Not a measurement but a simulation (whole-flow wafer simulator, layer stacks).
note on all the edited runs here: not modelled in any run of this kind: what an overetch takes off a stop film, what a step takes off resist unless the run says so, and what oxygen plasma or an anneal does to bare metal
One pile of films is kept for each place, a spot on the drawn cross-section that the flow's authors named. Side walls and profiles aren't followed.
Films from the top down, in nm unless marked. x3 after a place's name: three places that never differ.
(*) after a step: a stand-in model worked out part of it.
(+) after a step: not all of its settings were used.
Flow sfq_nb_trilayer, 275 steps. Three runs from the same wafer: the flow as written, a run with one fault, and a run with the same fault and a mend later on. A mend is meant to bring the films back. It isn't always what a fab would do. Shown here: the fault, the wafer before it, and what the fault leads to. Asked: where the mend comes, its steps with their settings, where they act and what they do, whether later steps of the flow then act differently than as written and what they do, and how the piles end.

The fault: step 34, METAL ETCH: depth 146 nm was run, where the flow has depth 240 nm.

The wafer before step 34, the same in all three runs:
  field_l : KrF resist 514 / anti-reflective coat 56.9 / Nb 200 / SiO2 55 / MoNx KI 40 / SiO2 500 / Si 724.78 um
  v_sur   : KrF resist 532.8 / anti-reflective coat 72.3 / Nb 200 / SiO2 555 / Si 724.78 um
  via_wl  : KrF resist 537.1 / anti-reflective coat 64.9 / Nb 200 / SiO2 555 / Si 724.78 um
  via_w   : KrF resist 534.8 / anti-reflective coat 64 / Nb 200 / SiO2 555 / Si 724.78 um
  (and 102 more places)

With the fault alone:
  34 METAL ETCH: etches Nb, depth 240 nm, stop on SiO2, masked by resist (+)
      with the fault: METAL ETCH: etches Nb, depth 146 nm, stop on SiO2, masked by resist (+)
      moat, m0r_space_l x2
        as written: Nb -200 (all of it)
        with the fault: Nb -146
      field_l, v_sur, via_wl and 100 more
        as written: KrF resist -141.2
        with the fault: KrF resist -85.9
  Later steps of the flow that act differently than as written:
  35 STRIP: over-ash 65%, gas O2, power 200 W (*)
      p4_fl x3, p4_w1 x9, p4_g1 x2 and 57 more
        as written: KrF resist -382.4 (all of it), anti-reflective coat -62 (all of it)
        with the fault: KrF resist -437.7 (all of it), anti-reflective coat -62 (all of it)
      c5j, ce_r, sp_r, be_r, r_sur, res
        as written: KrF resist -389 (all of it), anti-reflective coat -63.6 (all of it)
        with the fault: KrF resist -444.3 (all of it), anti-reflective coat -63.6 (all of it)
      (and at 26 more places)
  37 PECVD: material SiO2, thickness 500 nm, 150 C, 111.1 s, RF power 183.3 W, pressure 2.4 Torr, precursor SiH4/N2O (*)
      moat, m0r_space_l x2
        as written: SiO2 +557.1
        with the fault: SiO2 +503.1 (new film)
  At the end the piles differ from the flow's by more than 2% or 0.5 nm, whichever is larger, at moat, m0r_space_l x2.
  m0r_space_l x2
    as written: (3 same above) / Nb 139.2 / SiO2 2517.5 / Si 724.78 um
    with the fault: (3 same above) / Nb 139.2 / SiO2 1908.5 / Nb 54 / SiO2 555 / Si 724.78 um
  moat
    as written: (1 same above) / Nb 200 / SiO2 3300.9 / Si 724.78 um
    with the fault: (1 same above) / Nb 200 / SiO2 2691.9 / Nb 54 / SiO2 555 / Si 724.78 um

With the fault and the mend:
  The mend comes after step 34.
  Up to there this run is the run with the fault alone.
  34a METAL ETCH: etches Nb, depth 94 nm, stop on SiO2, masked by resist (+) (the flow's step 34 once more, with other settings)
      field_l, v_sur, via_wl and 100 more
        KrF resist -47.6
      moat, m0r_space_l x2
        Nb -54 (all of it)
  Later steps of the flow that act differently than as written:
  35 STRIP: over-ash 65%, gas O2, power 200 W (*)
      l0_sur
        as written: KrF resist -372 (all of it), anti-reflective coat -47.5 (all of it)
        with the mend: KrF resist -379.6 (all of it), anti-reflective coat -47.5 (all of it)
  At the end the piles are the same as the flow's at every place that both follow.
